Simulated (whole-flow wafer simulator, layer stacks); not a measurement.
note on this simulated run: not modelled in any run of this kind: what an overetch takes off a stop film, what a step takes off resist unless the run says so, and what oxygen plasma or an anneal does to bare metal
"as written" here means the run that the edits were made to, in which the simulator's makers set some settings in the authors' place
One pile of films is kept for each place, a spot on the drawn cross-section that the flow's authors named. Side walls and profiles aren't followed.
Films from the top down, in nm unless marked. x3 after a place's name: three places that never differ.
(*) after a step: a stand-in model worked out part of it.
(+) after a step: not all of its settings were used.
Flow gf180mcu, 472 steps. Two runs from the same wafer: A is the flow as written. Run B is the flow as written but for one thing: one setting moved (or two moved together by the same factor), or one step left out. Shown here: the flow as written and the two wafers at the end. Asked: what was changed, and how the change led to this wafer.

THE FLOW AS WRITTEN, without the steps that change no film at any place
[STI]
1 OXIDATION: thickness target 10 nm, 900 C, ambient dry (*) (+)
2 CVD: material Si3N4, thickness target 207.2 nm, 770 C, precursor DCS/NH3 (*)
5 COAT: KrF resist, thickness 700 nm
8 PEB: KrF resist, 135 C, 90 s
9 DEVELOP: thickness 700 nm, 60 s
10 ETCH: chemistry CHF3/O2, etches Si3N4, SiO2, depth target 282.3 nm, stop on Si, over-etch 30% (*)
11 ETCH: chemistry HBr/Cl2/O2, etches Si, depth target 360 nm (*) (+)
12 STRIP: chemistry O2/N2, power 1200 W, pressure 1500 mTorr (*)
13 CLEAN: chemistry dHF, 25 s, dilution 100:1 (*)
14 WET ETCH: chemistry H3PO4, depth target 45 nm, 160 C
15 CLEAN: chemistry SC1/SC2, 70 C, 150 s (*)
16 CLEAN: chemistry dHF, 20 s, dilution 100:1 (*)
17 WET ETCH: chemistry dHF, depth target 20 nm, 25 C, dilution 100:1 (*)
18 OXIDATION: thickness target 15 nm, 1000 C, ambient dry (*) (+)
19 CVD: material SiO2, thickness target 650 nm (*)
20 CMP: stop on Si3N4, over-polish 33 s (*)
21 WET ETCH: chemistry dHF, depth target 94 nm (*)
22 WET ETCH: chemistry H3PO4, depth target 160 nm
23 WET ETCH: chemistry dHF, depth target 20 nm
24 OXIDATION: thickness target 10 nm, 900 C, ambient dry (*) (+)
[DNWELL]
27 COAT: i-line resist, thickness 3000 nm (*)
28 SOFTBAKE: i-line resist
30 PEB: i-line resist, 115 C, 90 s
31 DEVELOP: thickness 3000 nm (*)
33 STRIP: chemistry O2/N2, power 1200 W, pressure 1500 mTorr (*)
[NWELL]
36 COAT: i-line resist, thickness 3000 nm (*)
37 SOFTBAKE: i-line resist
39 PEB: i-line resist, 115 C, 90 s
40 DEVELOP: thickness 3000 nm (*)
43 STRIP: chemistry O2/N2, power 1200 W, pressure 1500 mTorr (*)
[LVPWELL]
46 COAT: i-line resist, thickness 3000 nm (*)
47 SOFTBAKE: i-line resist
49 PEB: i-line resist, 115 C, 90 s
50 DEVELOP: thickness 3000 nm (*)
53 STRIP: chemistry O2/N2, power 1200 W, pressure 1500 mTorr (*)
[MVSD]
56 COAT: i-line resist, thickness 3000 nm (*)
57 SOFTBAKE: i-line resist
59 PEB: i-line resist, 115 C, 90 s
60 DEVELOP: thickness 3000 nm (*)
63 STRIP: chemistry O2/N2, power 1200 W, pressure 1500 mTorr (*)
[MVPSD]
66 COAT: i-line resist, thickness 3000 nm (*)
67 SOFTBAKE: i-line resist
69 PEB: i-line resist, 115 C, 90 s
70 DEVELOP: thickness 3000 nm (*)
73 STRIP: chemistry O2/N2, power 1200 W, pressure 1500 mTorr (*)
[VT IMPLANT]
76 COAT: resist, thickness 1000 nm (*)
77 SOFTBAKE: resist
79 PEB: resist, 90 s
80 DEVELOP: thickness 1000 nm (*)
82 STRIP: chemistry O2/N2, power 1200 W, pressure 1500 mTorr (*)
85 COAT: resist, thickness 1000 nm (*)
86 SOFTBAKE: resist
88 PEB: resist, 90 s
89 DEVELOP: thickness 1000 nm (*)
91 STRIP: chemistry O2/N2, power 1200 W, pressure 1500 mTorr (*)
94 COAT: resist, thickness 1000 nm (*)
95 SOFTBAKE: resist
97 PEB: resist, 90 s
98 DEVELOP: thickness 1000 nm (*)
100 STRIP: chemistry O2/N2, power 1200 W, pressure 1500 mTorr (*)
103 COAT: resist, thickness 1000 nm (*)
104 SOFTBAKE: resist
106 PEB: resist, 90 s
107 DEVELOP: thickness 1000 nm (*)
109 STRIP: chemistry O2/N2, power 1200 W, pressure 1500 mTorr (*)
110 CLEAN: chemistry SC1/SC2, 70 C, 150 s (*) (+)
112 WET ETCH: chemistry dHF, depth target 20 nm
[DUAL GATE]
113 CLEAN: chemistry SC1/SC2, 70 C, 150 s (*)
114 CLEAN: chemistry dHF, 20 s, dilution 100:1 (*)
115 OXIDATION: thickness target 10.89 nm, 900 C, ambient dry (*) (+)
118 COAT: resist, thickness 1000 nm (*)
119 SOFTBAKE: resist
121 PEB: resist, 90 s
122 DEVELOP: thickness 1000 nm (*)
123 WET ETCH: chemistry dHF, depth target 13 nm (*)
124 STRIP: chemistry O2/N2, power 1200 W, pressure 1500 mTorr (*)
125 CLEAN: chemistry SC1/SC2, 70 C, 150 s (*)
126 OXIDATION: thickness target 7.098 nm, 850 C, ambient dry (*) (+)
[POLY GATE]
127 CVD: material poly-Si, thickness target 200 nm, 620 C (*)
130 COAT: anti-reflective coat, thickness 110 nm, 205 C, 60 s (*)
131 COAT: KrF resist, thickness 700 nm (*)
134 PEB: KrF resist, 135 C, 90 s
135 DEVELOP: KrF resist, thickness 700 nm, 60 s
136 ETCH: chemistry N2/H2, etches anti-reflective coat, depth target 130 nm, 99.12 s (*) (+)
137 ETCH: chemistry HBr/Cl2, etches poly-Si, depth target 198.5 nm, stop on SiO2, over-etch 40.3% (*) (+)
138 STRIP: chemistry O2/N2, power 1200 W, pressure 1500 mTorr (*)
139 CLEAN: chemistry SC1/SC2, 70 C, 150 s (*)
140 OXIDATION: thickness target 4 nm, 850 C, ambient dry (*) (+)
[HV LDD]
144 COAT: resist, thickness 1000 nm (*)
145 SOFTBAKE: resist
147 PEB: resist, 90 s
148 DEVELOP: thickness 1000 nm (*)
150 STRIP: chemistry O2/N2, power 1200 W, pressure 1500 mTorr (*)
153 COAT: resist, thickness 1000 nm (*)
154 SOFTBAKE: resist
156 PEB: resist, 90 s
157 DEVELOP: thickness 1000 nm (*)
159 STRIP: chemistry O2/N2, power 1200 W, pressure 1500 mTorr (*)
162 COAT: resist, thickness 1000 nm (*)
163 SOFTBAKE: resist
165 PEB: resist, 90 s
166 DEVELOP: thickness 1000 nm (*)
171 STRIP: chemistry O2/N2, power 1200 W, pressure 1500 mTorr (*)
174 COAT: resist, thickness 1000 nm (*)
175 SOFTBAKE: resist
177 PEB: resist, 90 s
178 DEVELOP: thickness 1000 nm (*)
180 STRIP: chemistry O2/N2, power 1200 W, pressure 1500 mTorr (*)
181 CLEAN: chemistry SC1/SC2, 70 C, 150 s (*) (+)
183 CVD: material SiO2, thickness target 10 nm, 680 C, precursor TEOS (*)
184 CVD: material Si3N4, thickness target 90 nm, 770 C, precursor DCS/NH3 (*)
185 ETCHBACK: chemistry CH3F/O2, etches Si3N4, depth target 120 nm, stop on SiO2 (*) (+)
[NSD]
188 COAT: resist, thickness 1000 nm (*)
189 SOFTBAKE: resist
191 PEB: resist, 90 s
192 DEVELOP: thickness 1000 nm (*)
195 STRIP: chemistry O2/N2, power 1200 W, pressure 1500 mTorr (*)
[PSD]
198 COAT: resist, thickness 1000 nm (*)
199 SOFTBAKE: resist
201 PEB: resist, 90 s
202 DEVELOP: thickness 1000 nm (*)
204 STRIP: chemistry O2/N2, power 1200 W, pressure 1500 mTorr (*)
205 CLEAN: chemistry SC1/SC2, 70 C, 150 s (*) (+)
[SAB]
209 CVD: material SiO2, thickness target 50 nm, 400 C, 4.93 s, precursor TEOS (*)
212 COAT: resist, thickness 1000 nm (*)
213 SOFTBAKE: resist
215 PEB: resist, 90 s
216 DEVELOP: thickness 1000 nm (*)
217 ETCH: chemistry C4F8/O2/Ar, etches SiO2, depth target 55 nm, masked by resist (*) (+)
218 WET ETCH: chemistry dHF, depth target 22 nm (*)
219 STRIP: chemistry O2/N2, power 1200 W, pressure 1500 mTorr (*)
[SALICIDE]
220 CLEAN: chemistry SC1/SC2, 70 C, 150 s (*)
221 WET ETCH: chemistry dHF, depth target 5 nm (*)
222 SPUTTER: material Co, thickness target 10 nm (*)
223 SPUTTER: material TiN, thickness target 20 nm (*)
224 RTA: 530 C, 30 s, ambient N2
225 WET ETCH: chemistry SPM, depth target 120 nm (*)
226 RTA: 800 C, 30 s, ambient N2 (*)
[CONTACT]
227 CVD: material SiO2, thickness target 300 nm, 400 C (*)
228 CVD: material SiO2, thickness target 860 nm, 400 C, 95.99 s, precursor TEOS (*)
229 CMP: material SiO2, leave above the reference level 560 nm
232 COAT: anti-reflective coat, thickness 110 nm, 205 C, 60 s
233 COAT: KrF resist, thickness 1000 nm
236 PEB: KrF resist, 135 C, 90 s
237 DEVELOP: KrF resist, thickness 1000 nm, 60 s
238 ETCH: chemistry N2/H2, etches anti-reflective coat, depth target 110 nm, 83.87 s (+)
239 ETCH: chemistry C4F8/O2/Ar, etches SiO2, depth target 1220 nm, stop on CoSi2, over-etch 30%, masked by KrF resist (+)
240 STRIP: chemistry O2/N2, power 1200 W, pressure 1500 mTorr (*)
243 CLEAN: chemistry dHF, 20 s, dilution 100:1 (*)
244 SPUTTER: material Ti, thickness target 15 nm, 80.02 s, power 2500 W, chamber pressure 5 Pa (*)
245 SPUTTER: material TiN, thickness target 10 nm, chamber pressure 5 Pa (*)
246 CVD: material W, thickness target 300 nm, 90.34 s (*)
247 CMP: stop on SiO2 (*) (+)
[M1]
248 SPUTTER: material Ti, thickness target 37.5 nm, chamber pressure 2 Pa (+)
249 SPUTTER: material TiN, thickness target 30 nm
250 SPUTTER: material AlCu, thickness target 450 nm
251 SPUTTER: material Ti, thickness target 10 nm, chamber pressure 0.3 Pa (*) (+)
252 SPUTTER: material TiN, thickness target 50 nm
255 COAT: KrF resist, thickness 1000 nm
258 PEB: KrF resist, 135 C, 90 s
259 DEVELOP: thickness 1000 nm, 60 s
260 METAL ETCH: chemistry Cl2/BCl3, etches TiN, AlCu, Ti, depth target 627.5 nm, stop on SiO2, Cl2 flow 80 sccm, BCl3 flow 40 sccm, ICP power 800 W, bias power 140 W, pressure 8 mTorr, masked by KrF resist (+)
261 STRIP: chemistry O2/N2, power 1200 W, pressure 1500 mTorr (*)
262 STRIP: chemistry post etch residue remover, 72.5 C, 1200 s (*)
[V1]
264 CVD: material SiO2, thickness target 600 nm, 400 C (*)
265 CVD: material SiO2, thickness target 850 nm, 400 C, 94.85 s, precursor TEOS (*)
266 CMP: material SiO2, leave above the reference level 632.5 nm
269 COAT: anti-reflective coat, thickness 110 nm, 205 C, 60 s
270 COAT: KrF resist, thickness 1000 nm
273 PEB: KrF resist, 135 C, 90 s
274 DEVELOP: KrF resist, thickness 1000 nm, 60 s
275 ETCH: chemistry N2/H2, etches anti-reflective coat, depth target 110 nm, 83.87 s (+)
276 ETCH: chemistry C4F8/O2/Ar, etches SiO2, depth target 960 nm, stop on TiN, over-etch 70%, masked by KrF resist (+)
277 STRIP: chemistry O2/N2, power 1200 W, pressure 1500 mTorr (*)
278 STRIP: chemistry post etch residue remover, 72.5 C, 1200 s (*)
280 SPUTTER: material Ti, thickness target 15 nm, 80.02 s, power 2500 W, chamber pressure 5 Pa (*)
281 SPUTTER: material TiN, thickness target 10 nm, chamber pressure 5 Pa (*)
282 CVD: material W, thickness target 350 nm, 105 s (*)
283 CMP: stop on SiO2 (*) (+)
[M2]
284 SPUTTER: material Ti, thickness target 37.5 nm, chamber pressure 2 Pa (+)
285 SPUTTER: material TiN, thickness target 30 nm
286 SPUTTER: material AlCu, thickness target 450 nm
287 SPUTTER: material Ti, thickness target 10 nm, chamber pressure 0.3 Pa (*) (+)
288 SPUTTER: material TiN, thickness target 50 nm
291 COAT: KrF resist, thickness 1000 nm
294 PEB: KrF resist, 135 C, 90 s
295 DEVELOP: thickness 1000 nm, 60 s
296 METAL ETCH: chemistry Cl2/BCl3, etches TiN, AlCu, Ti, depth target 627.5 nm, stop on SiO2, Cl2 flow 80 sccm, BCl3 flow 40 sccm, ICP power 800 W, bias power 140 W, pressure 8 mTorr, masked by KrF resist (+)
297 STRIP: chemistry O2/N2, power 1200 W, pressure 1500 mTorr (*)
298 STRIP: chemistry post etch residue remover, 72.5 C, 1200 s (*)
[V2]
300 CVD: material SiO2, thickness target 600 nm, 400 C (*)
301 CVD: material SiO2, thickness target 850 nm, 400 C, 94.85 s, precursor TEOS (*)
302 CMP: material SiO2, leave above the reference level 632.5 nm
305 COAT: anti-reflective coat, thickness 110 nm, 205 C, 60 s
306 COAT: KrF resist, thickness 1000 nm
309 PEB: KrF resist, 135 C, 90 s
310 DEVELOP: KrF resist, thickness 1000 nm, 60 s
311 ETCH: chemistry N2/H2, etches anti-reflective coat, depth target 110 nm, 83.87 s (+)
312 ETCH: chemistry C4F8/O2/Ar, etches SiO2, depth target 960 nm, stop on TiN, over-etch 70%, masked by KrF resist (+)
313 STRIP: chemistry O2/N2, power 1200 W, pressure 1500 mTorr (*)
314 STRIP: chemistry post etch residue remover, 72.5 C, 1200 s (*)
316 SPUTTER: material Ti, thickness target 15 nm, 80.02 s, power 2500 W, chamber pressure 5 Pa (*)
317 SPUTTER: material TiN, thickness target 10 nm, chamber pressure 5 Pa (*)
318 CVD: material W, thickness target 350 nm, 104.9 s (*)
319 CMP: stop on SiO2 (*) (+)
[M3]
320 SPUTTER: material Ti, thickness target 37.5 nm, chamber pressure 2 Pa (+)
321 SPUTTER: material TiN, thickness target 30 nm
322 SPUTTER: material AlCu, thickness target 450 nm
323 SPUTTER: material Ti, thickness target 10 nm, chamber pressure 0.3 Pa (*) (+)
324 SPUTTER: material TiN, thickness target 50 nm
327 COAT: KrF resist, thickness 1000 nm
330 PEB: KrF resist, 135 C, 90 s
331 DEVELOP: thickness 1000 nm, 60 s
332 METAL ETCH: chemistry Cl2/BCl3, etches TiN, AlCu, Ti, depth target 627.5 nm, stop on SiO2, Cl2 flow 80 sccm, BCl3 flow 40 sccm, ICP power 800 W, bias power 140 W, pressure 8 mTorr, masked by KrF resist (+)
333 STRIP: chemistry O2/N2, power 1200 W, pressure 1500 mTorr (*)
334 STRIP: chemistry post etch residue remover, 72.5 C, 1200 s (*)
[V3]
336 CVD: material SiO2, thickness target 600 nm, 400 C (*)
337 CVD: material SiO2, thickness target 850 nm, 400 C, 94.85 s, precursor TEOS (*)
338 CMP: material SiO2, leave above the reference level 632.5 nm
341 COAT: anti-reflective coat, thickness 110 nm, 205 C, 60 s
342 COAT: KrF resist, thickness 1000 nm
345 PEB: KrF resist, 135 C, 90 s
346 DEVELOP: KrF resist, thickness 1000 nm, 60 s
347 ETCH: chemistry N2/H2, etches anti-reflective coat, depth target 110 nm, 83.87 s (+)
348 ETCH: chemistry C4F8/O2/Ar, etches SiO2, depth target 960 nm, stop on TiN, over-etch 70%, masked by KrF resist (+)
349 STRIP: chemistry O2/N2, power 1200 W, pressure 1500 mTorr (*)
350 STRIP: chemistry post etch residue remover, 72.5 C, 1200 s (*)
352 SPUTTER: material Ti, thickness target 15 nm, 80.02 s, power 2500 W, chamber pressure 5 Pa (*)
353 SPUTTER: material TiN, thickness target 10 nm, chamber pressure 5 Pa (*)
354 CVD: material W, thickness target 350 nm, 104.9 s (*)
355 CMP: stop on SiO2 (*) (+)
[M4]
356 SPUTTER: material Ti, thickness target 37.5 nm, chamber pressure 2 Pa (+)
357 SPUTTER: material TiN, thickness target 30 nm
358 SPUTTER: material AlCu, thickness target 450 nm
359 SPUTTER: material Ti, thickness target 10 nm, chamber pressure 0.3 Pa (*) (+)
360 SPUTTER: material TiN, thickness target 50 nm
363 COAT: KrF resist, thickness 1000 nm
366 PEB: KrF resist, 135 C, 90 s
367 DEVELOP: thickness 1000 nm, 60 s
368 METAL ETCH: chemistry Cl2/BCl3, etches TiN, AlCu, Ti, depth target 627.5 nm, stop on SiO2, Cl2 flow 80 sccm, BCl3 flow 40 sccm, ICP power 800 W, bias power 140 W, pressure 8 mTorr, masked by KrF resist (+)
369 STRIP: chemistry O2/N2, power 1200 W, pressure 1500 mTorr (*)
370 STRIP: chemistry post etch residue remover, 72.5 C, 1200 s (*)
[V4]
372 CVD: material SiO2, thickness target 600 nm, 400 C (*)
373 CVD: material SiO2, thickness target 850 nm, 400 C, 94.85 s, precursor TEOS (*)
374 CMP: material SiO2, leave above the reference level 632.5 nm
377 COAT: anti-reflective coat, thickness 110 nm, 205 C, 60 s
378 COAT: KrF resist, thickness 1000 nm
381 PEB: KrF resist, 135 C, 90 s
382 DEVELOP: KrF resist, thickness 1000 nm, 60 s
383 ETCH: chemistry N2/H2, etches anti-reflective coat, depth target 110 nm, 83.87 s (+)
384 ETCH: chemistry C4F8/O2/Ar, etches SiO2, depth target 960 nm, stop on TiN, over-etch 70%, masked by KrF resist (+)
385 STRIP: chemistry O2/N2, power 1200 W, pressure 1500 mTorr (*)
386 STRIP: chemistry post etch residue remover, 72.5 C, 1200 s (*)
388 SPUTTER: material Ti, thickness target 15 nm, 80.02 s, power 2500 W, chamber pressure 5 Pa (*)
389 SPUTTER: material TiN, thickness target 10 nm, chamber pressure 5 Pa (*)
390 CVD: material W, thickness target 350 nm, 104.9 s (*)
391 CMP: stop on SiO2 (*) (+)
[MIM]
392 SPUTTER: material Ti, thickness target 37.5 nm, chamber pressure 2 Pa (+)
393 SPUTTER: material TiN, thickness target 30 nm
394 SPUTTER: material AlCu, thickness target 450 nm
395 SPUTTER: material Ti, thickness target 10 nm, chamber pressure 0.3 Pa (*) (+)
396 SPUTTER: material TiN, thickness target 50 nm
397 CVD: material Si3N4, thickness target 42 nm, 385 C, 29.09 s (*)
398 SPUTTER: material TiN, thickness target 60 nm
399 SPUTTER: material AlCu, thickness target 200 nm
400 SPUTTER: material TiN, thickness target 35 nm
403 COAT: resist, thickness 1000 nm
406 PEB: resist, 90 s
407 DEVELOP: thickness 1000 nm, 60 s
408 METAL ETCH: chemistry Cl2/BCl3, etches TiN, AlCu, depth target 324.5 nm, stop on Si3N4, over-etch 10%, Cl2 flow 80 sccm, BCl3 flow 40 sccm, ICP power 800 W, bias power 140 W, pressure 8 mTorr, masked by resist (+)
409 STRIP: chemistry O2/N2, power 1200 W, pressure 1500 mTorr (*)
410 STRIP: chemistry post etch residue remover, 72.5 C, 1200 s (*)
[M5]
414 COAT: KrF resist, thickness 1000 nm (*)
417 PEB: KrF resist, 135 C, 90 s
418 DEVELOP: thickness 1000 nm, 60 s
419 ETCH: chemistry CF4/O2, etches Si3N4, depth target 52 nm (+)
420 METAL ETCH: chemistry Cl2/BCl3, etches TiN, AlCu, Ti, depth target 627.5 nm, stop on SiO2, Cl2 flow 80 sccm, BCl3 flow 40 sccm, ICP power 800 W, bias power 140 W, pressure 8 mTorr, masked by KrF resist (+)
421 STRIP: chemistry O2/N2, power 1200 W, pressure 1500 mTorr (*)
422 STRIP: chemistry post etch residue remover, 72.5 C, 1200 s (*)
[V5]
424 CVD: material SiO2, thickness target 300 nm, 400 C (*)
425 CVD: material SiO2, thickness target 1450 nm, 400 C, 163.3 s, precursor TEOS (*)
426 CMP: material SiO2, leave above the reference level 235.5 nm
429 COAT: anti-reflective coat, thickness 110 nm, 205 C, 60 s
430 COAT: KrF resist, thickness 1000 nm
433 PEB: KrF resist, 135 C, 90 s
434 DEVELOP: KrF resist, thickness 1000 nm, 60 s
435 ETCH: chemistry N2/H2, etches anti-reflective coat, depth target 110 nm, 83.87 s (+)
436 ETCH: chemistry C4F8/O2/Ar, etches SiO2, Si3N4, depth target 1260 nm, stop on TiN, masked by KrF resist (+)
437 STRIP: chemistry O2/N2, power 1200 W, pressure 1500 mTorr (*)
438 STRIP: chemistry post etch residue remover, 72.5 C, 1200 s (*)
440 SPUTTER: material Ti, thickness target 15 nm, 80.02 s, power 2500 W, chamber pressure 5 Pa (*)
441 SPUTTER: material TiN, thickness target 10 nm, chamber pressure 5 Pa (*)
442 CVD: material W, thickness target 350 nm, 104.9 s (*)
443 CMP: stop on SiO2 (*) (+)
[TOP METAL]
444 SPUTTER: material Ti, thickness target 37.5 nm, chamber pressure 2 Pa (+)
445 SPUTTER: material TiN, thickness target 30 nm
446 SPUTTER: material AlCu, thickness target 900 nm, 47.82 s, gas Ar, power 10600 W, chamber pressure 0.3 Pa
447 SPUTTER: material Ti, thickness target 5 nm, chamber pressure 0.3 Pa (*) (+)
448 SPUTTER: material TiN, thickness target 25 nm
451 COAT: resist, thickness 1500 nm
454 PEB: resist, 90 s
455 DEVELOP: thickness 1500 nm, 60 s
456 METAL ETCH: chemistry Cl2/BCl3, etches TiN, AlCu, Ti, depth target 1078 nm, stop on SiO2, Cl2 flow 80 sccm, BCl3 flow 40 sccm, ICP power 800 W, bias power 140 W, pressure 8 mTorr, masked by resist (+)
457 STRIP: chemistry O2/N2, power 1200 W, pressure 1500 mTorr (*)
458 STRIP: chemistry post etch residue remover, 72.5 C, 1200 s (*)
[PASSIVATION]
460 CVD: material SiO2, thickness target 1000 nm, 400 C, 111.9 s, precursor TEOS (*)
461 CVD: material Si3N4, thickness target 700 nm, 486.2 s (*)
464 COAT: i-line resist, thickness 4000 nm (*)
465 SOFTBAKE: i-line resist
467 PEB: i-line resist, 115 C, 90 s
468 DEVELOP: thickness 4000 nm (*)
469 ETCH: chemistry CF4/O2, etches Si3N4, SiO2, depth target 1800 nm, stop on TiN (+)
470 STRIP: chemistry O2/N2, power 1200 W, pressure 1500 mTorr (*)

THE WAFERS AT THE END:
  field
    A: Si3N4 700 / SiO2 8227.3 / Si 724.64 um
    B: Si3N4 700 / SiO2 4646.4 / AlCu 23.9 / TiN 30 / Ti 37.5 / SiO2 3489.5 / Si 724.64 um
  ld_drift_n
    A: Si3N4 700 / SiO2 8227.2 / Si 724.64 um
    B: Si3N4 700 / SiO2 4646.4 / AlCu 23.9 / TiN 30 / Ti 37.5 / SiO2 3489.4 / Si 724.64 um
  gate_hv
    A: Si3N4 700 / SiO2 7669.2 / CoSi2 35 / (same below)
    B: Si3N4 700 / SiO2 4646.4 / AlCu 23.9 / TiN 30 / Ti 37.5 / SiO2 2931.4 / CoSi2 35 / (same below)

The cause: step 332, METAL ETCH: depth target 480.4 nm was run, where the flow has depth target 627.5 nm.

How the change led to this, step by step:
  332 METAL ETCH: chemistry Cl2/BCl3, etches TiN, AlCu, Ti, depth target 627.5 nm, stop on SiO2, Cl2 flow 80 sccm, BCl3 flow 40 sccm, ICP power 800 W, bias power 140 W, pressure 8 mTorr, masked by KrF resist (+)
      field, field__w1, field__w2 and 103 more: A TiN -50 (all of it), Ti -10 (all of it), AlCu -450 (all of it), TiN -30 (all of it), Ti -37.5 (all of it) | B TiN -50 (all of it), Ti -10 (all of it), AlCu -420.4
      field__w8, contact, m1, m1__w1, m1_nw: A KrF resist -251 | B KrF resist -192.2
  333 STRIP: chemistry O2/N2, power 1200 W, pressure 1500 mTorr (*)
      field__w8, contact, m1, m1__w1, m1_nw: A KrF resist -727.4 (all of it) | B KrF resist -786.2 (all of it)
  334 STRIP: chemistry post etch residue remover, 72.5 C, 1200 s (*)
      field, field__w1, field__w2 and 103 more: A nothing | B AlCu -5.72
  336 CVD: material SiO2, thickness target 600 nm, 400 C (*)
      field, field__w1, field__w2 and 103 more: A SiO2 +600 | B SiO2 +600 (new film)
  338 CMP: material SiO2, leave above the reference level 632.5 nm
      field, field__w1, field__w2 and 103 more: A SiO2 -300 | B SiO2 -391.4
Counting metal films that touch as one body, field has 1 body; the flow as written gives 0 bodies.
Counting metal films that touch as one body, ld_drift_n has 1 body; the flow as written gives 0 bodies.
Counting metal films that touch as one body, gate_hv has 2 bodies (between them, from the top down: SiO2 2931.4); the flow as written gives 1 body.
